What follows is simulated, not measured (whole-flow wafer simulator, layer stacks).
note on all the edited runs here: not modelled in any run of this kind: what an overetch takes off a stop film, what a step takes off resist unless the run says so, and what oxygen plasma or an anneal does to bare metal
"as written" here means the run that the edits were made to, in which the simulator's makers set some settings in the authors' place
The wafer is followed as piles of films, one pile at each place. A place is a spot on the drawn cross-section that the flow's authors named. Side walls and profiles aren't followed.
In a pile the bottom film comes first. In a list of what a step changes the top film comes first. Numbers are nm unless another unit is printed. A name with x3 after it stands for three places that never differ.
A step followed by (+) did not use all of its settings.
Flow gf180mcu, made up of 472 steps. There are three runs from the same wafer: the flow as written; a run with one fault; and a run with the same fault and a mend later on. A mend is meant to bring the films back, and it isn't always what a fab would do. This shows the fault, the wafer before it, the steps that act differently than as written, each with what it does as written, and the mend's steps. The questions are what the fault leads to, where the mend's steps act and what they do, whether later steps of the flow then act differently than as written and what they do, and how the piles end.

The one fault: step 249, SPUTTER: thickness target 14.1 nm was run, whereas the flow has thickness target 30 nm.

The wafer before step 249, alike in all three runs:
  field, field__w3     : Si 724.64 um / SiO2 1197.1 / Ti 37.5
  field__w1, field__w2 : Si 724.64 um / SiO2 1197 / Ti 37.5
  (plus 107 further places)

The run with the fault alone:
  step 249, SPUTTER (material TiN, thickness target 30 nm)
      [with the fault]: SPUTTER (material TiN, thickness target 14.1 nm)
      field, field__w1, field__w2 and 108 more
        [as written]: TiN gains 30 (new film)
        [with the fault]: TiN gains 14.1 (new film)
  Later steps of the flow acting differently than as written:
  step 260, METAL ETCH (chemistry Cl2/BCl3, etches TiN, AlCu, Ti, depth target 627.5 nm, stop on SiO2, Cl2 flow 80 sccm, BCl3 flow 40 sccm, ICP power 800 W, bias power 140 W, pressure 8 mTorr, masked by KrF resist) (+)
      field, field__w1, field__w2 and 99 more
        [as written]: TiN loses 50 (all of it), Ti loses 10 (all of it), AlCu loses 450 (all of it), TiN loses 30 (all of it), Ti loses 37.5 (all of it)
        [with the fault]: TiN loses 50 (all of it), Ti loses 10 (all of it), AlCu loses 450 (all of it), TiN loses 14.1 (all of it), Ti loses 37.5 (all of it)
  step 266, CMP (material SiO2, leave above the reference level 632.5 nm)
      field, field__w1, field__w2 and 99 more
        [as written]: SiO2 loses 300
        [with the fault]: SiO2 loses 315.9
  The piles end different from the flow's at field__w8, contact, m1 and 6 more by more than 2% or 0.5 nm, whichever is larger.
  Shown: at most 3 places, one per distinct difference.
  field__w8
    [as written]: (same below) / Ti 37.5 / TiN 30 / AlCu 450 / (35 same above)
    [with the fault]: (same below) / Ti 37.5 / TiN 14.1 / AlCu 450 / (35 same above)
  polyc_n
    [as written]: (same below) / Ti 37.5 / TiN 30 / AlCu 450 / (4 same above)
    [with the fault]: (same below) / Ti 37.5 / TiN 14.1 / AlCu 450 / (4 same above)
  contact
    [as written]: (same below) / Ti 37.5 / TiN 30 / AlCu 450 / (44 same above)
    [with the fault]: (same below) / Ti 37.5 / TiN 14.1 / AlCu 450 / (44 same above)

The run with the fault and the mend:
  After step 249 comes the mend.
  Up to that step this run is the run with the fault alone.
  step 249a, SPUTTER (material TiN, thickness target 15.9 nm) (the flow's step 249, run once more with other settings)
      field, field__w1, field__w2 and 108 more
        TiN gains 15.9
  None of the later steps of the flow acts differently than as written at any place that is followed.
  By the end, the piles equal the flow's at every place that both follow.
